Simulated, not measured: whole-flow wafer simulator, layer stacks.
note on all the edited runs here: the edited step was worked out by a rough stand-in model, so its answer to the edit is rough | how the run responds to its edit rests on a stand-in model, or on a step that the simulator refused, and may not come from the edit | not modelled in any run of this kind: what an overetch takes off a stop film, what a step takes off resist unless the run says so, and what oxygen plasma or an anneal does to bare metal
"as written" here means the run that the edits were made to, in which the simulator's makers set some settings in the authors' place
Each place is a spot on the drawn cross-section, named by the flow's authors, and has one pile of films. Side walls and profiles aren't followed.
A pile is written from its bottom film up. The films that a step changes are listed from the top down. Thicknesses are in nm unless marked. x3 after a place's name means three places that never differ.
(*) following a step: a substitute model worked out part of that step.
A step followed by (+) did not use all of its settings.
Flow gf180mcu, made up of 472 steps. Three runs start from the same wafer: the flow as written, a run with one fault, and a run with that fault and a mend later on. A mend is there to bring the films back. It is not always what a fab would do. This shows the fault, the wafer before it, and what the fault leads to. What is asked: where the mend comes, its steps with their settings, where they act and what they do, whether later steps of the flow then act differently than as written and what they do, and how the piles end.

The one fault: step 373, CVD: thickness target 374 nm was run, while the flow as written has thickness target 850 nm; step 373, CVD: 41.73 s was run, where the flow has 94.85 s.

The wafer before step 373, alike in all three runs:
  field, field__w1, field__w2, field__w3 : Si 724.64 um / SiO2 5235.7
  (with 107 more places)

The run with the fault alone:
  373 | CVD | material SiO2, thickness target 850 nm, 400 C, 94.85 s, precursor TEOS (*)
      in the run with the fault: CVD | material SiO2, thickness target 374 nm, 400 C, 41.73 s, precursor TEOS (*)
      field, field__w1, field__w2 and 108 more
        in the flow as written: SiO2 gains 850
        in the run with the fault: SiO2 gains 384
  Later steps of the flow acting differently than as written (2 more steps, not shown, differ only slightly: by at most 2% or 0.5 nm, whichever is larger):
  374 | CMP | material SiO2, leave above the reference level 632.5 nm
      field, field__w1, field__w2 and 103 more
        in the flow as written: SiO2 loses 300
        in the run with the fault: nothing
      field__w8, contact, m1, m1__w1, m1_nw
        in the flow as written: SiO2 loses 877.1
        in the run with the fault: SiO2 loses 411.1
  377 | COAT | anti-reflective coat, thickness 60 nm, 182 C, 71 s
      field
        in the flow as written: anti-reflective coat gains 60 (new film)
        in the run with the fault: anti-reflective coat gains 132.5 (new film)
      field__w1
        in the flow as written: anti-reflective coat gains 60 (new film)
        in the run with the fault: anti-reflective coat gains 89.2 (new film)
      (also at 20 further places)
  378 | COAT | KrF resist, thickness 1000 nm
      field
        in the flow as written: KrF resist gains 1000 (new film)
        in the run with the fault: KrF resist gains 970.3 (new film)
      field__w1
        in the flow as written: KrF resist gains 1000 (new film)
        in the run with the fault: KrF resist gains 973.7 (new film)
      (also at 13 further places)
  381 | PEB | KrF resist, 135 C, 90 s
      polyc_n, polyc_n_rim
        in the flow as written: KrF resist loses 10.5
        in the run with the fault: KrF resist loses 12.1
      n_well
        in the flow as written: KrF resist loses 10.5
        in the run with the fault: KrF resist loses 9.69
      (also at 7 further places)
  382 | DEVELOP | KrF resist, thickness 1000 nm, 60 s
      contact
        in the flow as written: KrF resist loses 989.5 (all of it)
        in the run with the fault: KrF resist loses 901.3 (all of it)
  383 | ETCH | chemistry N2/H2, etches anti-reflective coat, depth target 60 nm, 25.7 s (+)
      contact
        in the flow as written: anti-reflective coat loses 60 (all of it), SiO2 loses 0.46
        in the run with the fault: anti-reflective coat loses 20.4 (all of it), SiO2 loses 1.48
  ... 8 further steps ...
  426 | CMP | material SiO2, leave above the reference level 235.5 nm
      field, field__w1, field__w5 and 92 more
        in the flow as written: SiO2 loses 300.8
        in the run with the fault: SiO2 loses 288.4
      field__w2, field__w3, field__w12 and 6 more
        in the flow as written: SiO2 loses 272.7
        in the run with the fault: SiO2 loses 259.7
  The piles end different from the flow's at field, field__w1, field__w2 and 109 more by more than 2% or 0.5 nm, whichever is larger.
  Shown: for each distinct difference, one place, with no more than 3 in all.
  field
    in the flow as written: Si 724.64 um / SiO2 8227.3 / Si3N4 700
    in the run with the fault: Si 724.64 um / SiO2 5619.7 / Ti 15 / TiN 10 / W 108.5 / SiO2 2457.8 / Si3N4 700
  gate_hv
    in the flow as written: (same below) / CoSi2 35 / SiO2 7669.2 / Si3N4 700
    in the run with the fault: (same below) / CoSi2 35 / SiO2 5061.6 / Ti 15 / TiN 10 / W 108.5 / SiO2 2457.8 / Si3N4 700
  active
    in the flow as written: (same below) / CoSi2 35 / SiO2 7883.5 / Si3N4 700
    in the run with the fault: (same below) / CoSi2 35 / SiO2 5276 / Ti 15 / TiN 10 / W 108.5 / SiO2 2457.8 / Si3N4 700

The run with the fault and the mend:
  The mend follows step 373.
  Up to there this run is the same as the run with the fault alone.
  373a | CVD | material SiO2, thickness target 476 nm, 400 C, 53.12 s, precursor TEOS (*) (the flow's step 373 again, with other settings)
      field, field__w1, field__w2 and 108 more
        SiO2 gains 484
  Later steps of the flow acting differently than as written:
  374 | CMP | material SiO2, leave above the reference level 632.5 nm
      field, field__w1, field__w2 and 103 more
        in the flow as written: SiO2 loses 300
        in the run with the mend: SiO2 loses 318.1
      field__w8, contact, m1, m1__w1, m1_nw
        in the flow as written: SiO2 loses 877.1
        in the run with the mend: SiO2 loses 895.2
  The piles end the same as the flow's at every place that both follow.
